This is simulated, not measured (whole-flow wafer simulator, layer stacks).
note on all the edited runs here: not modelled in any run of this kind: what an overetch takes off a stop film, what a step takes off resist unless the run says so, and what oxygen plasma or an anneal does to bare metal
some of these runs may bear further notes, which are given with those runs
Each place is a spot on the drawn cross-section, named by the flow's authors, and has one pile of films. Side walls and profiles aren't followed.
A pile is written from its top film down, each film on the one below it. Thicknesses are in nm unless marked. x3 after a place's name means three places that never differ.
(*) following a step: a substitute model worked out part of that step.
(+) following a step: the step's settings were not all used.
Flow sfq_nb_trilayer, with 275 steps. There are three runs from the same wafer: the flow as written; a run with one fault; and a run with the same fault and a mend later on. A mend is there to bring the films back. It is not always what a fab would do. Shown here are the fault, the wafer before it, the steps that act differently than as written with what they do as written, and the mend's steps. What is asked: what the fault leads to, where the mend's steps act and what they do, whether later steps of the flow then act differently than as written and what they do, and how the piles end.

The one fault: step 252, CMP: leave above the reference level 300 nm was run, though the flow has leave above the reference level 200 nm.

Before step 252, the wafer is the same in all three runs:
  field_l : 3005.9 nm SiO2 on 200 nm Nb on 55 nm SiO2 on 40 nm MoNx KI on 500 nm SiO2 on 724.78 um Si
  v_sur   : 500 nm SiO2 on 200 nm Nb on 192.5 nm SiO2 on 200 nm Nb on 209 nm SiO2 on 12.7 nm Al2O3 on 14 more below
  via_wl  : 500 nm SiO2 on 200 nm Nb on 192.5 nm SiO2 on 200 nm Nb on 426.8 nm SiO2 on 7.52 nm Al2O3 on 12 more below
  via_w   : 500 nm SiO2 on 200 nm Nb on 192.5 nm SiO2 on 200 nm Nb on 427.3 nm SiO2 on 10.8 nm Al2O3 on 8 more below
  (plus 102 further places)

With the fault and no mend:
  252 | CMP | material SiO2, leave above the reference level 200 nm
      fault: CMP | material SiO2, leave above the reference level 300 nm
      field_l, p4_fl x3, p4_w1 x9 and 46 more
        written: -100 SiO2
        fault: nothing
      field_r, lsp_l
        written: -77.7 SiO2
        fault: nothing
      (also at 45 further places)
  Later steps of the flow acting differently than as written (6 other steps are not shown; they differ only slightly, by no more than 2% or 0.5 nm, whichever is larger):
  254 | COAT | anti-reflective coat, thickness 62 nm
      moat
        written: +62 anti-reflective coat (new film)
        fault: +60.1 anti-reflective coat (new film)
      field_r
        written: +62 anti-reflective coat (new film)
        fault: +70.3 anti-reflective coat (new film)
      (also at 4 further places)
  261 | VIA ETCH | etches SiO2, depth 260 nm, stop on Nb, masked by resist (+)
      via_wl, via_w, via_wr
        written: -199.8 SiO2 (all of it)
        fault: -260 SiO2
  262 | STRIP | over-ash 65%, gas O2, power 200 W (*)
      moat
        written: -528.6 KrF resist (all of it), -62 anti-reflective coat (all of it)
        fault: -527.1 KrF resist (all of it), -60.1 anti-reflective coat (all of it)
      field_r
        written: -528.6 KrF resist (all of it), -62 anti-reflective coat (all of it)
        fault: -537.2 KrF resist (all of it), -70.3 anti-reflective coat (all of it)
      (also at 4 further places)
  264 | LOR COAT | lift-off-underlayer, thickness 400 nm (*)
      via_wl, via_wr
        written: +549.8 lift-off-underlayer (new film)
        fault: +594.7 lift-off-underlayer (new film)
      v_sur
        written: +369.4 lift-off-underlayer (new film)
        fault: +360.1 lift-off-underlayer (new film)
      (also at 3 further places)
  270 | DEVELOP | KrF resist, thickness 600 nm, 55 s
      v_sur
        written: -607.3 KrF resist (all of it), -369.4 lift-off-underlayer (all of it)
        fault: -609.8 KrF resist (all of it), -360.1 lift-off-underlayer (all of it)
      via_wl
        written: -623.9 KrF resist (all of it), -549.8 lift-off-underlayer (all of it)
        fault: -631.3 KrF resist (all of it), -594.7 lift-off-underlayer (all of it)
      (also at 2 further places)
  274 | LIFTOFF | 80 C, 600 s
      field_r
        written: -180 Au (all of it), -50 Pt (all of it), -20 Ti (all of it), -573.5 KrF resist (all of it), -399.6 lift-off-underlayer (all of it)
        fault: -180 Au (all of it), -50 Pt (all of it), -20 Ti (all of it), -576.4 KrF resist (all of it), -414.5 lift-off-underlayer (all of it)
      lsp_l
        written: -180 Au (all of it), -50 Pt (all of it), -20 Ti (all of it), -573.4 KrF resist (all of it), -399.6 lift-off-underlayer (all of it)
        fault: -180 Au (all of it), -50 Pt (all of it), -20 Ti (all of it), -576.9 KrF resist (all of it), -413.7 lift-off-underlayer (all of it)
  The piles end different from the flow's at field_l, v_sur, via_wl and 103 more by more than 2% or 0.5 nm, whichever is larger.
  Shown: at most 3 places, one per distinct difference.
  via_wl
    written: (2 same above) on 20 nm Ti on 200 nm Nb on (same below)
    fault: (2 same above) on 20 nm Ti on 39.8 nm SiO2 on 200 nm Nb on (same below)
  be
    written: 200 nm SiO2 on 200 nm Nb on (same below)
    fault: 300 nm SiO2 on 200 nm Nb on (same below)
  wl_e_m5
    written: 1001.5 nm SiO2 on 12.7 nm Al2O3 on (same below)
    fault: 1101.5 nm SiO2 on 12.7 nm Al2O3 on (same below)

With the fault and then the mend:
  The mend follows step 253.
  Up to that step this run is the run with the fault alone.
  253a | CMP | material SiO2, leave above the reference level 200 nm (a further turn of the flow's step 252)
      field_l, v_sur, via_wl and 99 more
        -100 SiO2
      field_r, lsp_l
        -77.7 SiO2
      l0_sur, l0v
        -87.8 SiO2
  None of the later steps of the flow acts differently than as written at any place that is followed.
  By the end, the piles equal the flow's at every place that both follow.
